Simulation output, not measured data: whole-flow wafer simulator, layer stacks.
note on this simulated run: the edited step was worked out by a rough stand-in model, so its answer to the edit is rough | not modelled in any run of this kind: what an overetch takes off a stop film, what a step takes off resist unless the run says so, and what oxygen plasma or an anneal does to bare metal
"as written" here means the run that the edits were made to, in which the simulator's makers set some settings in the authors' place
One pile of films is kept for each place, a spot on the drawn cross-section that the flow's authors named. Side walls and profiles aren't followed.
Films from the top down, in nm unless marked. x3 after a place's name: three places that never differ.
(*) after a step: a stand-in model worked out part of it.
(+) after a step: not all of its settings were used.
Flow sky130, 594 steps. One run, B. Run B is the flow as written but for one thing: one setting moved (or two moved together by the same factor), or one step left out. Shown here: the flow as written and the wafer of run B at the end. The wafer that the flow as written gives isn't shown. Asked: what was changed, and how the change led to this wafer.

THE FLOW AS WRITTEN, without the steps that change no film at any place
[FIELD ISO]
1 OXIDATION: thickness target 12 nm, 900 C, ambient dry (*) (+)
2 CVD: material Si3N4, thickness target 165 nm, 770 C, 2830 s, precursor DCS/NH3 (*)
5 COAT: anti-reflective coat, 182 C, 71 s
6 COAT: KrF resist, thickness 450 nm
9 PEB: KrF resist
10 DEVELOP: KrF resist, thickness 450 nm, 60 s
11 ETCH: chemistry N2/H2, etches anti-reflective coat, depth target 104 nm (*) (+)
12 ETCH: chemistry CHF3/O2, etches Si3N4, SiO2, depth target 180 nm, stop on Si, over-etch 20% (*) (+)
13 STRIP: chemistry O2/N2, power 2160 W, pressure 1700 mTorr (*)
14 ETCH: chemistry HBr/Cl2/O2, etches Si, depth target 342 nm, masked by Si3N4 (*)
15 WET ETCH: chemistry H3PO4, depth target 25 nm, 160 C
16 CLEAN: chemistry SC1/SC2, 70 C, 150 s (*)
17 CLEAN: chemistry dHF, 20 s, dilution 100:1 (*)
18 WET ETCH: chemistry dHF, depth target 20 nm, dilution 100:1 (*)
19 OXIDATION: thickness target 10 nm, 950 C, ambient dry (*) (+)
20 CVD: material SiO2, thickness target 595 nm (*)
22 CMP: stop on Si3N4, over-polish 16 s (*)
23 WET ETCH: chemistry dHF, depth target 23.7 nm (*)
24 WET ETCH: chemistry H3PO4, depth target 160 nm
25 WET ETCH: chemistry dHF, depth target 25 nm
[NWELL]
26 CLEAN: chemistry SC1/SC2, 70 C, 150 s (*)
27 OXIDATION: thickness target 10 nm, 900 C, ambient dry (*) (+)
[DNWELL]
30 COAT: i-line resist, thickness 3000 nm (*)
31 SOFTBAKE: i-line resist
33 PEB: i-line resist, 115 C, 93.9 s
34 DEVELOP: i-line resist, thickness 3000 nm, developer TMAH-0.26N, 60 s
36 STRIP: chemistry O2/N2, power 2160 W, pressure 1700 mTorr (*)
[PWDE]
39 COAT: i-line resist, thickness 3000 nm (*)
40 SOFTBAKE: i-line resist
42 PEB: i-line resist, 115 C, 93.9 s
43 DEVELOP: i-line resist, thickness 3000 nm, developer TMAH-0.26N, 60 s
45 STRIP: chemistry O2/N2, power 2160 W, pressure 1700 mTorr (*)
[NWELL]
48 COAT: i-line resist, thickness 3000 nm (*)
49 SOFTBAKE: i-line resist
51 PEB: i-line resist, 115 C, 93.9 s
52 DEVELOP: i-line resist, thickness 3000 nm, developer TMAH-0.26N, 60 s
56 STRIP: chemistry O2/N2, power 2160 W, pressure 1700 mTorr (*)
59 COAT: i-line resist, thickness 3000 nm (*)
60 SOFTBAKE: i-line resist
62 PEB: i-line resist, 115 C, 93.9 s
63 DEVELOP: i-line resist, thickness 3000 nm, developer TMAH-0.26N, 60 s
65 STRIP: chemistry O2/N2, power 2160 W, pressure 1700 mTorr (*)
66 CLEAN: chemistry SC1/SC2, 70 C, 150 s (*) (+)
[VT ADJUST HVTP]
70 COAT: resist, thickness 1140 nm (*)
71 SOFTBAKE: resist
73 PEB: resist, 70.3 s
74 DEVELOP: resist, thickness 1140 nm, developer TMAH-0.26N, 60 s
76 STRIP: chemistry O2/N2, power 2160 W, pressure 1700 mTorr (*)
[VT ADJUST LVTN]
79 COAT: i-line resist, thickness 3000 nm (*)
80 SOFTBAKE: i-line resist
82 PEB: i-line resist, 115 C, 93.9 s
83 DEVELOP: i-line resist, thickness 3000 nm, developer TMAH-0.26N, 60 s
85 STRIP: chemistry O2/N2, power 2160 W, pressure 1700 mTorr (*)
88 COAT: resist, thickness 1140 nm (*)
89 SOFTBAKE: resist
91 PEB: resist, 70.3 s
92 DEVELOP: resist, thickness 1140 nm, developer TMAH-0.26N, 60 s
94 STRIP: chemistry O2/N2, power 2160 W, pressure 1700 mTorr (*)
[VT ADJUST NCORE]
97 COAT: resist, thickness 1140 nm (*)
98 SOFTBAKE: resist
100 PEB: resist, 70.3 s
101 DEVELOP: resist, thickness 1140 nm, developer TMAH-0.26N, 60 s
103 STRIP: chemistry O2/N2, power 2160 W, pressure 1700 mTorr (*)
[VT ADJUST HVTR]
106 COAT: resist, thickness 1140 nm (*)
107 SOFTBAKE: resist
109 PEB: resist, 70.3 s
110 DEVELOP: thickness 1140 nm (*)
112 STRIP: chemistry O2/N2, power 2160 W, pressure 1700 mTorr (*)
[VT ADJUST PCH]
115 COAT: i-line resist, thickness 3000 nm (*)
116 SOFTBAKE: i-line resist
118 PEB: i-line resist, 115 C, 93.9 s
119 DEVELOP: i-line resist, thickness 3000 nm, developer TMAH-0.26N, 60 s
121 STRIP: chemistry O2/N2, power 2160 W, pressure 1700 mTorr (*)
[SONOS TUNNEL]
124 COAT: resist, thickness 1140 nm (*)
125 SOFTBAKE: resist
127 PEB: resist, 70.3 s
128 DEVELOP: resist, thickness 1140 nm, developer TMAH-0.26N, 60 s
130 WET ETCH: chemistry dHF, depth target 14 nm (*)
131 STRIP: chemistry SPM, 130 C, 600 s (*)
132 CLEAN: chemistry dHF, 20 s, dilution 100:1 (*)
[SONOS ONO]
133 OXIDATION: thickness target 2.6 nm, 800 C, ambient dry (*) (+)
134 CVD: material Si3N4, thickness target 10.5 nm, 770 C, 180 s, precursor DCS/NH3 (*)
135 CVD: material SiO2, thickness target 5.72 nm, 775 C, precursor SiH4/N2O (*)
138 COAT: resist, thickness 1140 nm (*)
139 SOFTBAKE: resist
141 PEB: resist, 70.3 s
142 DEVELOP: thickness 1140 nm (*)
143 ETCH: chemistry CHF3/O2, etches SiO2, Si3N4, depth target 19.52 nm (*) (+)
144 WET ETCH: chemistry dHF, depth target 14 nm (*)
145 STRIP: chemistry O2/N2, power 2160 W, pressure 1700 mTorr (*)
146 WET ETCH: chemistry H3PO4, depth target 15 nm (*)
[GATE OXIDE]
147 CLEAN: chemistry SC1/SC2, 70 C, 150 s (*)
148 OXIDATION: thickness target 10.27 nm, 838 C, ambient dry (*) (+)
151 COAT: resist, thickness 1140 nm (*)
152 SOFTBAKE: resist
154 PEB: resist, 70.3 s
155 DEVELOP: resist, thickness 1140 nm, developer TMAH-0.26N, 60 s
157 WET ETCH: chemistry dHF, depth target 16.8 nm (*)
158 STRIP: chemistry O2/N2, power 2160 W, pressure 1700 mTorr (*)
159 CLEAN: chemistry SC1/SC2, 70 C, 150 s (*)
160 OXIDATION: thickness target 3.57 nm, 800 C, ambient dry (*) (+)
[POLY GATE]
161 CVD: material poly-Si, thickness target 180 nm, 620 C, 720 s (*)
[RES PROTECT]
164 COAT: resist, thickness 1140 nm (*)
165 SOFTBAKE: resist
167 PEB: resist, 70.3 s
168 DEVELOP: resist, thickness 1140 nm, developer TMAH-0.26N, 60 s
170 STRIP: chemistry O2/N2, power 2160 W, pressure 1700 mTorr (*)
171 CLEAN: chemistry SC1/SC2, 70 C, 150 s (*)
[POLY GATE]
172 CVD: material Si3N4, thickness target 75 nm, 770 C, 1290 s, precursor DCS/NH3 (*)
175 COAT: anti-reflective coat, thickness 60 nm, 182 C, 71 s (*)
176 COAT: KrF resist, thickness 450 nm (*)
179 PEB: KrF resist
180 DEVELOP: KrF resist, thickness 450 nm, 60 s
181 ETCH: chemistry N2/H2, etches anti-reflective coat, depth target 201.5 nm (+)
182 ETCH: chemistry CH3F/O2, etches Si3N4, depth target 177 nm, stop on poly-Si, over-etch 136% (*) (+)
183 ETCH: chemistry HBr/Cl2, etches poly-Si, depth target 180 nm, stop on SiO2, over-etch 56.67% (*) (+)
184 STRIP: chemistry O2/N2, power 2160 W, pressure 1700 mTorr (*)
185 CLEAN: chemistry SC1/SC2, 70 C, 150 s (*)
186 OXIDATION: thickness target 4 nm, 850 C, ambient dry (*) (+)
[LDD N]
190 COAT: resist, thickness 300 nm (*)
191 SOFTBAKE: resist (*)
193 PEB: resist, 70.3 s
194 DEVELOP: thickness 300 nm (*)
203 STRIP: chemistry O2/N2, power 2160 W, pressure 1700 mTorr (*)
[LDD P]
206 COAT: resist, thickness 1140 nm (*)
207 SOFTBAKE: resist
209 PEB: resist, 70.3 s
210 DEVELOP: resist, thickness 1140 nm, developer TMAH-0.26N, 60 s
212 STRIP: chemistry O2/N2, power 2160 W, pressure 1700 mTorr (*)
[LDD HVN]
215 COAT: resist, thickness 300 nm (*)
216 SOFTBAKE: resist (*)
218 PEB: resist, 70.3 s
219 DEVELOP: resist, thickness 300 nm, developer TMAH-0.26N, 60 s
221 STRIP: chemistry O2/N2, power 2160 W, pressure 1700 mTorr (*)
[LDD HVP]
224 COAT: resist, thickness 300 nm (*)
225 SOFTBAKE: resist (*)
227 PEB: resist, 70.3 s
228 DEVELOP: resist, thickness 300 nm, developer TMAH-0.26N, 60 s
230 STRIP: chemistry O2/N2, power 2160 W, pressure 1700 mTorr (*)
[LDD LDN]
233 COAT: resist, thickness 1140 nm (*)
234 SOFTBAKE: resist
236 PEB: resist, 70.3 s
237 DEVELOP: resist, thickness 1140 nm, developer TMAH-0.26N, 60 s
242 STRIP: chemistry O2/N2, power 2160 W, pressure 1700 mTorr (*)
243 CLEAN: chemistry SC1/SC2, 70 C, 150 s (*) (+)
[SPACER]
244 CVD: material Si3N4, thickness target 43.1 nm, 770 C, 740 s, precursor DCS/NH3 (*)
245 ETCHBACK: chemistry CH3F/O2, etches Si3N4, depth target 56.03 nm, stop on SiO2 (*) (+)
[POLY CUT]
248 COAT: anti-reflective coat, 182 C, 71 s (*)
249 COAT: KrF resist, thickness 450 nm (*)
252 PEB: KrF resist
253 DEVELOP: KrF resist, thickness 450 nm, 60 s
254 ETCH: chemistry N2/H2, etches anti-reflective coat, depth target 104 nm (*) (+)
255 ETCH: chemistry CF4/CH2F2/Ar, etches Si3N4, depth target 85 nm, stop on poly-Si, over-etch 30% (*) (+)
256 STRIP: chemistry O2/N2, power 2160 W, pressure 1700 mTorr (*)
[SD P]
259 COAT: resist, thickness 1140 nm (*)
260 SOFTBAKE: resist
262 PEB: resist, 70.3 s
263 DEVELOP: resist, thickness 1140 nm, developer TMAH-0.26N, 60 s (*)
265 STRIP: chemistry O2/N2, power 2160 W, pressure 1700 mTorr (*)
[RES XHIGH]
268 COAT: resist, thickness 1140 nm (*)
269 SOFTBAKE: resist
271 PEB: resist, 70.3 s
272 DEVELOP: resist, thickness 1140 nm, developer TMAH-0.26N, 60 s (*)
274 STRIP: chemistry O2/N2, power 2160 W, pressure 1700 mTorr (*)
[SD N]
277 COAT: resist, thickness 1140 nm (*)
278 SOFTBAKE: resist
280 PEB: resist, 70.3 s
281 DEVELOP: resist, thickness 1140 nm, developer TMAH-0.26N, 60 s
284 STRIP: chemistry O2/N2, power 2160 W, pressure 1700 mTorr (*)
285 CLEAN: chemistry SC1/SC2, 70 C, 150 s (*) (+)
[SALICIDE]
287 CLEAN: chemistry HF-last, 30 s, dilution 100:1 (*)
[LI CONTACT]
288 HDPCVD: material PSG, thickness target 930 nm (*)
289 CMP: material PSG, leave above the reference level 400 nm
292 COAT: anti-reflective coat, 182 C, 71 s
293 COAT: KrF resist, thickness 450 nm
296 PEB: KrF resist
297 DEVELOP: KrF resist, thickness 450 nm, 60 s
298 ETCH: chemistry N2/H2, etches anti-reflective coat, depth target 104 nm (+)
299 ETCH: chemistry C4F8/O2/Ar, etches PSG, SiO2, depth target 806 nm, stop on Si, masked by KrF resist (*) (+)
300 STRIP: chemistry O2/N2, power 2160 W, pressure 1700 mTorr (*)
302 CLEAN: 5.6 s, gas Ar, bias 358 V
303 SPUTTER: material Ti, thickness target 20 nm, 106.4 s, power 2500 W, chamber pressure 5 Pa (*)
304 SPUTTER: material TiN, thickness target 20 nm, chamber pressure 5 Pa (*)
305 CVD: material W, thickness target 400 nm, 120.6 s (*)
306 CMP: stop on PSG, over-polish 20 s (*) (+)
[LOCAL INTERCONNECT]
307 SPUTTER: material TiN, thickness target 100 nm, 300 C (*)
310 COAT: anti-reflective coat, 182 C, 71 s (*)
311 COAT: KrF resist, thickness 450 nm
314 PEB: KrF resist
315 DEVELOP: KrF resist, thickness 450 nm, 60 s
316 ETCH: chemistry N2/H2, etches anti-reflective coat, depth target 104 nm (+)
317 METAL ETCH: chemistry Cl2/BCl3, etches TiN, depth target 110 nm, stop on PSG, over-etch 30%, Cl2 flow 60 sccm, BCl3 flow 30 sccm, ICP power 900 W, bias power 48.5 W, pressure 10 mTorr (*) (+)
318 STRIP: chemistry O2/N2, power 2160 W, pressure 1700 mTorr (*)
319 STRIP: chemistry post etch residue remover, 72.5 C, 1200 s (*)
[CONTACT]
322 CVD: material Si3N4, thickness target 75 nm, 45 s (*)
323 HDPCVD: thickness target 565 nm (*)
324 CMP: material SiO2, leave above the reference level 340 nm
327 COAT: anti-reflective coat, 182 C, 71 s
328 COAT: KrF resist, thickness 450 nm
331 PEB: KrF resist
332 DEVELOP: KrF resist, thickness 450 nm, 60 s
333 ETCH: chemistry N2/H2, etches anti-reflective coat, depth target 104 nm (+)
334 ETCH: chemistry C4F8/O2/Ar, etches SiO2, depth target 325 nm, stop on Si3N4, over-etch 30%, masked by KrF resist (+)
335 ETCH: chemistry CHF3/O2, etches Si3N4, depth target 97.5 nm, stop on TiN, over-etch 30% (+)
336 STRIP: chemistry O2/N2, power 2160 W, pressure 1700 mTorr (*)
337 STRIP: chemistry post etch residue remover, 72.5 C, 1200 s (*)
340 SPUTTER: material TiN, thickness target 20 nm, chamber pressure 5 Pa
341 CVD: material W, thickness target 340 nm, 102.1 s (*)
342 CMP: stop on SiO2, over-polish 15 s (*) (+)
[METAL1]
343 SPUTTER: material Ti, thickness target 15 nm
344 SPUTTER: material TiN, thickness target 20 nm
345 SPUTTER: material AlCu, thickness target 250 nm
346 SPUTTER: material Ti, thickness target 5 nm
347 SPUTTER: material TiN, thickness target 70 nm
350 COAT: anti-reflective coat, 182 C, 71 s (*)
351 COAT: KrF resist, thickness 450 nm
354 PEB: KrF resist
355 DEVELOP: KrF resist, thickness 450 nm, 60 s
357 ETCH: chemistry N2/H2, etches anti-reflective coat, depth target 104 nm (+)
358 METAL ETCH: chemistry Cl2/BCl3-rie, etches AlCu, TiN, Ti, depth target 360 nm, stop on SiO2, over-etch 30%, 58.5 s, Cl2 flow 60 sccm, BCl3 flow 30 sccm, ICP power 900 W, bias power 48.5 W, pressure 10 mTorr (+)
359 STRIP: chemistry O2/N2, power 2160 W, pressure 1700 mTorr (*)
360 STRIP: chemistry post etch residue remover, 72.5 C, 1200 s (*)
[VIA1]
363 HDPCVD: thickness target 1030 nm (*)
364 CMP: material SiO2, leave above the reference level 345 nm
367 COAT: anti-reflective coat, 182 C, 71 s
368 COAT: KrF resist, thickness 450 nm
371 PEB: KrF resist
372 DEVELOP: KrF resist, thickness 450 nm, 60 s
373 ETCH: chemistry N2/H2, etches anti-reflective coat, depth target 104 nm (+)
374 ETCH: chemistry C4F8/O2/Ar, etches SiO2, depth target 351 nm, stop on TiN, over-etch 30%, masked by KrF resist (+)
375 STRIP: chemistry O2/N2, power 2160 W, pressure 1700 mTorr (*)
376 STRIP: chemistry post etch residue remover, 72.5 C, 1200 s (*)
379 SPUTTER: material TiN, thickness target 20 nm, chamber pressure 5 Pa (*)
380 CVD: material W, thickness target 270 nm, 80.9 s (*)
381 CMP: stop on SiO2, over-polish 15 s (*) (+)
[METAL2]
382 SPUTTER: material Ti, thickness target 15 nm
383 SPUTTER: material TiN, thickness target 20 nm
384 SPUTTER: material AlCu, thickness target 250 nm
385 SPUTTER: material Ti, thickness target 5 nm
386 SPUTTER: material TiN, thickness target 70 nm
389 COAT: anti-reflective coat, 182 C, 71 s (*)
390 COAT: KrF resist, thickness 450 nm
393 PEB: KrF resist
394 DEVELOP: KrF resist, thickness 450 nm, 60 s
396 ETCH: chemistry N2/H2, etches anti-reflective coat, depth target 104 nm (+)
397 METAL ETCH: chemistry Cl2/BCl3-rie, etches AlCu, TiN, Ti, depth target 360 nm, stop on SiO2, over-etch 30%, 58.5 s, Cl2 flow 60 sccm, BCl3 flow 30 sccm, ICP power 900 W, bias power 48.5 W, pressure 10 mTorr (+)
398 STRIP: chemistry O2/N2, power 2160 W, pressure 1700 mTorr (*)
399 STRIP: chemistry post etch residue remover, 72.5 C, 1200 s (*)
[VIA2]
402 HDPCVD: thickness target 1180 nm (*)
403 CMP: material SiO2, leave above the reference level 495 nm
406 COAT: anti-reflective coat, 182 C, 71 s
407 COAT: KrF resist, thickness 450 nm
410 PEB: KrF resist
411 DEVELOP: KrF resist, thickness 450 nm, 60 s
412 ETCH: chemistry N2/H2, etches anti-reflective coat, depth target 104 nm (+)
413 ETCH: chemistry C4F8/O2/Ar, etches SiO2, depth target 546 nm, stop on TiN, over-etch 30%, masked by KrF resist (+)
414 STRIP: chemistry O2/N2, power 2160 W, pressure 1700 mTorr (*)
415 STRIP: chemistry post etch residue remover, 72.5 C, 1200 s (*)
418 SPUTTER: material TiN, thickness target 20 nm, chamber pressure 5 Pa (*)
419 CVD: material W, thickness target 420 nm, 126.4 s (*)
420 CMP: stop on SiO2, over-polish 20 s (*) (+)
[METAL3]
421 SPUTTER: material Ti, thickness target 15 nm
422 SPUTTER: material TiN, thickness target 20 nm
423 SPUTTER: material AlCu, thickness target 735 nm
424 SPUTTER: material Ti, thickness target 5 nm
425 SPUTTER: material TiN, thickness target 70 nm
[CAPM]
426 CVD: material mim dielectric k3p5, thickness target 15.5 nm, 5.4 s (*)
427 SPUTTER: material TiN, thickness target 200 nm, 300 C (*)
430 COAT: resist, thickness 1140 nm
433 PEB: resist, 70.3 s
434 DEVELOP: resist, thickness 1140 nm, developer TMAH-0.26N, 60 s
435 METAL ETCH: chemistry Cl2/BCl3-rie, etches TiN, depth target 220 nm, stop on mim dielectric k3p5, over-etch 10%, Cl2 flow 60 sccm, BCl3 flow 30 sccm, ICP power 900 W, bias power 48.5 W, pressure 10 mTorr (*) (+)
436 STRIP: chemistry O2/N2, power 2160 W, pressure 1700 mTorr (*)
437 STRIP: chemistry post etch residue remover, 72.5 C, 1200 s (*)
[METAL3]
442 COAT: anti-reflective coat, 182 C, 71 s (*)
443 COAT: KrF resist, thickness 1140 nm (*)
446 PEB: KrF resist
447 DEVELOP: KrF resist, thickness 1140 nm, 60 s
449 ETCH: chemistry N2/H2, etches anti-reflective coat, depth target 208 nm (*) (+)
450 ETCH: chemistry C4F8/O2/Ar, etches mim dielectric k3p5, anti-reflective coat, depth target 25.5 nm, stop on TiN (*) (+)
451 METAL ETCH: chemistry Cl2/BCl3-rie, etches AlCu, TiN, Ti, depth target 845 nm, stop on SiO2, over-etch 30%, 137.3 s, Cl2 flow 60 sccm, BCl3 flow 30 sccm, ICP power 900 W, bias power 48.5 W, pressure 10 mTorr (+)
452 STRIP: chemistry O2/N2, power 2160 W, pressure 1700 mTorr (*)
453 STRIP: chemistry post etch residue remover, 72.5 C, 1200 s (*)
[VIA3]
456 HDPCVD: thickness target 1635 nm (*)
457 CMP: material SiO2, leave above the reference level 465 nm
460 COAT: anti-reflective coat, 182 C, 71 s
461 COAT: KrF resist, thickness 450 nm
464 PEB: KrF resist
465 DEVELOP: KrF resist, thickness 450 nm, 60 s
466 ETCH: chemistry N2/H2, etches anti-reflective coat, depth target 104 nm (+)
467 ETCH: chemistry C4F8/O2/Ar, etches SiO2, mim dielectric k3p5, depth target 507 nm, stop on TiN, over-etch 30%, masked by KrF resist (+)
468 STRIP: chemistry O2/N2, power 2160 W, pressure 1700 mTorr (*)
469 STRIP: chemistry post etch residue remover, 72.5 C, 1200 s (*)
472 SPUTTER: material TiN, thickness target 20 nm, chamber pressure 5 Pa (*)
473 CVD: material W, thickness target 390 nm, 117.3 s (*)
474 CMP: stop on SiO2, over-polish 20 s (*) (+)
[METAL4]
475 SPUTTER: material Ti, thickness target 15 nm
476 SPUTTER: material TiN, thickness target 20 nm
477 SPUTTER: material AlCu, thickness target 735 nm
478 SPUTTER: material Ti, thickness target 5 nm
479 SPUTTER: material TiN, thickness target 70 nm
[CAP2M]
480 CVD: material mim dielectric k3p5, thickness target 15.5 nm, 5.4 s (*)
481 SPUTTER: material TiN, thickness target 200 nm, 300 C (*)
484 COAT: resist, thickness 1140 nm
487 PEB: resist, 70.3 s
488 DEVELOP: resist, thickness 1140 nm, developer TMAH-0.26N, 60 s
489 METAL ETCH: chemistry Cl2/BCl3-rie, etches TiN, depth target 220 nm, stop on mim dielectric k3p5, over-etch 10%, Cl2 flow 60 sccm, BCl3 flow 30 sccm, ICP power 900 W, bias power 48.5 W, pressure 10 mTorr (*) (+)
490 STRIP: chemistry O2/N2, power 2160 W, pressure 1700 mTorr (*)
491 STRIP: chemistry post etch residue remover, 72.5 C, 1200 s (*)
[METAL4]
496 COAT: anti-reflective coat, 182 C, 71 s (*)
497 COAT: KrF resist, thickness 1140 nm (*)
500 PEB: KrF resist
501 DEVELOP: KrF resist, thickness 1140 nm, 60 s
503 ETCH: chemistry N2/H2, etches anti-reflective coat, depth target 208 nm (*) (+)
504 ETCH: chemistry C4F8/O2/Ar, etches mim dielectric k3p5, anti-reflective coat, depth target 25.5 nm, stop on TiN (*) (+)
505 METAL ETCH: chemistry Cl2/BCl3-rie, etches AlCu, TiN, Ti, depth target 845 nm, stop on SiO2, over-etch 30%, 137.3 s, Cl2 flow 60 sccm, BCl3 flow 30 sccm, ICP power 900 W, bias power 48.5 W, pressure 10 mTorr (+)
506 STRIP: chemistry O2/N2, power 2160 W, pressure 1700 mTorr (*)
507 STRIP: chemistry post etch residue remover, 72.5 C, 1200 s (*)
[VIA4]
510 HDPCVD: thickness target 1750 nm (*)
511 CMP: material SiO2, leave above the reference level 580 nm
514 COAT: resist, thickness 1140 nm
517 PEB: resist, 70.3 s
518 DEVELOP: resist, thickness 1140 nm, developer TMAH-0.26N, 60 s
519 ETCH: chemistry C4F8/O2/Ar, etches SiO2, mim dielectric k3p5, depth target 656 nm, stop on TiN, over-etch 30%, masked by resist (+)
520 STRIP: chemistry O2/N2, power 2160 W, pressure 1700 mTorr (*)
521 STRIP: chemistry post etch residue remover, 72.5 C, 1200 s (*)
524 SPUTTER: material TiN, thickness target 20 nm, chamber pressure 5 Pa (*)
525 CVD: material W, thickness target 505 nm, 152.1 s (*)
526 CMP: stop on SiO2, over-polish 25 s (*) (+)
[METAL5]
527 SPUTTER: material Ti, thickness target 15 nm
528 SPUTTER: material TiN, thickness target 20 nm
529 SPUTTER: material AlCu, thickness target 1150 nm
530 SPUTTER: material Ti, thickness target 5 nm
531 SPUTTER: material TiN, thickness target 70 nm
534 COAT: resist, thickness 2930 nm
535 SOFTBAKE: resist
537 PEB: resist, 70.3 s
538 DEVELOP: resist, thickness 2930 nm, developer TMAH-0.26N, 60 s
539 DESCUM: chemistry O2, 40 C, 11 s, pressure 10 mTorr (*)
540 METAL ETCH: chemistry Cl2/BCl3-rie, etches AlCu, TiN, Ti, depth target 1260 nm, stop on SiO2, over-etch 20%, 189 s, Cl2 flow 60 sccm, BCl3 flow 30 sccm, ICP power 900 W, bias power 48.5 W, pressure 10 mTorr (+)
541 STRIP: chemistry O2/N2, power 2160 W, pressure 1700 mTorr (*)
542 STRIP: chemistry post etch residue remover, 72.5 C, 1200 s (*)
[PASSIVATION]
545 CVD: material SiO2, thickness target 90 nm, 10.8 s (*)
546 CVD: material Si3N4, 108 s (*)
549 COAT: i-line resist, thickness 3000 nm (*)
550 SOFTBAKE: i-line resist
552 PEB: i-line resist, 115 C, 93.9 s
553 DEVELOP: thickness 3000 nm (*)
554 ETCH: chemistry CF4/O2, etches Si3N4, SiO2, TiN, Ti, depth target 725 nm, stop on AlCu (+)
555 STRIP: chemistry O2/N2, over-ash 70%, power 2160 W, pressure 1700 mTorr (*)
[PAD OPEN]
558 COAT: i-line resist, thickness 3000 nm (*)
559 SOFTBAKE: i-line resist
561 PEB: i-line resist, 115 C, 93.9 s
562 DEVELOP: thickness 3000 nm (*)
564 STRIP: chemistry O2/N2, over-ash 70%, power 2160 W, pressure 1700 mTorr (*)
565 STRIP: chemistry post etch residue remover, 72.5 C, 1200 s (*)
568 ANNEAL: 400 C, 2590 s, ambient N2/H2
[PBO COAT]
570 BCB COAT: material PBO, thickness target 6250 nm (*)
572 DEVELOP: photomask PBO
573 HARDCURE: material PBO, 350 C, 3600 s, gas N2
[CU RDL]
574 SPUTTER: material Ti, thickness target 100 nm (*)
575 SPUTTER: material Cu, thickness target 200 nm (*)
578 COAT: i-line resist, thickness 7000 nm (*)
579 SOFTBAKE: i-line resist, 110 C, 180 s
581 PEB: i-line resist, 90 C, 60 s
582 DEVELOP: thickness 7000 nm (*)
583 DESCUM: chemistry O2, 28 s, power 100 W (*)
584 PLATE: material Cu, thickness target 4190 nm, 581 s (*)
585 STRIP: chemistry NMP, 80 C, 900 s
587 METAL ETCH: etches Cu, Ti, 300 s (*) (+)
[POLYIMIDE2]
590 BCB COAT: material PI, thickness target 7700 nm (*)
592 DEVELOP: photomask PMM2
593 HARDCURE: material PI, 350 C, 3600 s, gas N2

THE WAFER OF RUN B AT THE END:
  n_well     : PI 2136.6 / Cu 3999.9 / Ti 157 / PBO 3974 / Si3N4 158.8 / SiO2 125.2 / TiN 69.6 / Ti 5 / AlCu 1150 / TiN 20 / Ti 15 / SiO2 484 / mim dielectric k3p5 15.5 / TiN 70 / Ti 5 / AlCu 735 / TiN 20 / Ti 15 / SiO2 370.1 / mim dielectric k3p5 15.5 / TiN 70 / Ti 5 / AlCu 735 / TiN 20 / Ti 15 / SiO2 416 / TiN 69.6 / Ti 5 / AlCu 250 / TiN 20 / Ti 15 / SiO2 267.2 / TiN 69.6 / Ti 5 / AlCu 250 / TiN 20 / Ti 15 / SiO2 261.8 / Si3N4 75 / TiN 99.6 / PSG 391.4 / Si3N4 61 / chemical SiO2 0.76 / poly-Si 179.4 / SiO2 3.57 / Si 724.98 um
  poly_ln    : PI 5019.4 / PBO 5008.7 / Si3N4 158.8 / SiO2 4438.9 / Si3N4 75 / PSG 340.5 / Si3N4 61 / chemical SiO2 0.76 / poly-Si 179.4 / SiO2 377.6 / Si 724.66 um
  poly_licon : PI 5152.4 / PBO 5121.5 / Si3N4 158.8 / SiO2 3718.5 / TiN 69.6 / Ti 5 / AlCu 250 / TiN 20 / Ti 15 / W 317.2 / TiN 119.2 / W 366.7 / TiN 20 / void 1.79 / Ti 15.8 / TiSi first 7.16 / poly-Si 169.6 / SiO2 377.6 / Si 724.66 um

The cause: step 574, SPUTTER: thickness target 157 nm was run, where the flow has thickness target 100 nm.
It can be read off the wafer: n_well has Ti 157, and step 574 as written asks for 100 nm.

How the change led to this, step by step:
  574 SPUTTER: material Ti, thickness target 100 nm (*)
      field, active, n_well and 190 more: Ti +157 (new film) (as written it would be: Ti +100 (new film))
  587 METAL ETCH: etches Cu, Ti, 300 s (*) (+)
      field, active, gate and 167 more: Cu -200 (all of it), Ti -157 (all of it) (as written it would be: Cu -200 (all of it), Ti -100 (all of it))
  590 BCB COAT: material PI, thickness target 7700 nm (*)
      de16_gate_nw: PI +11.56 um (new film) (as written it would be: PI +11.5 um (new film))
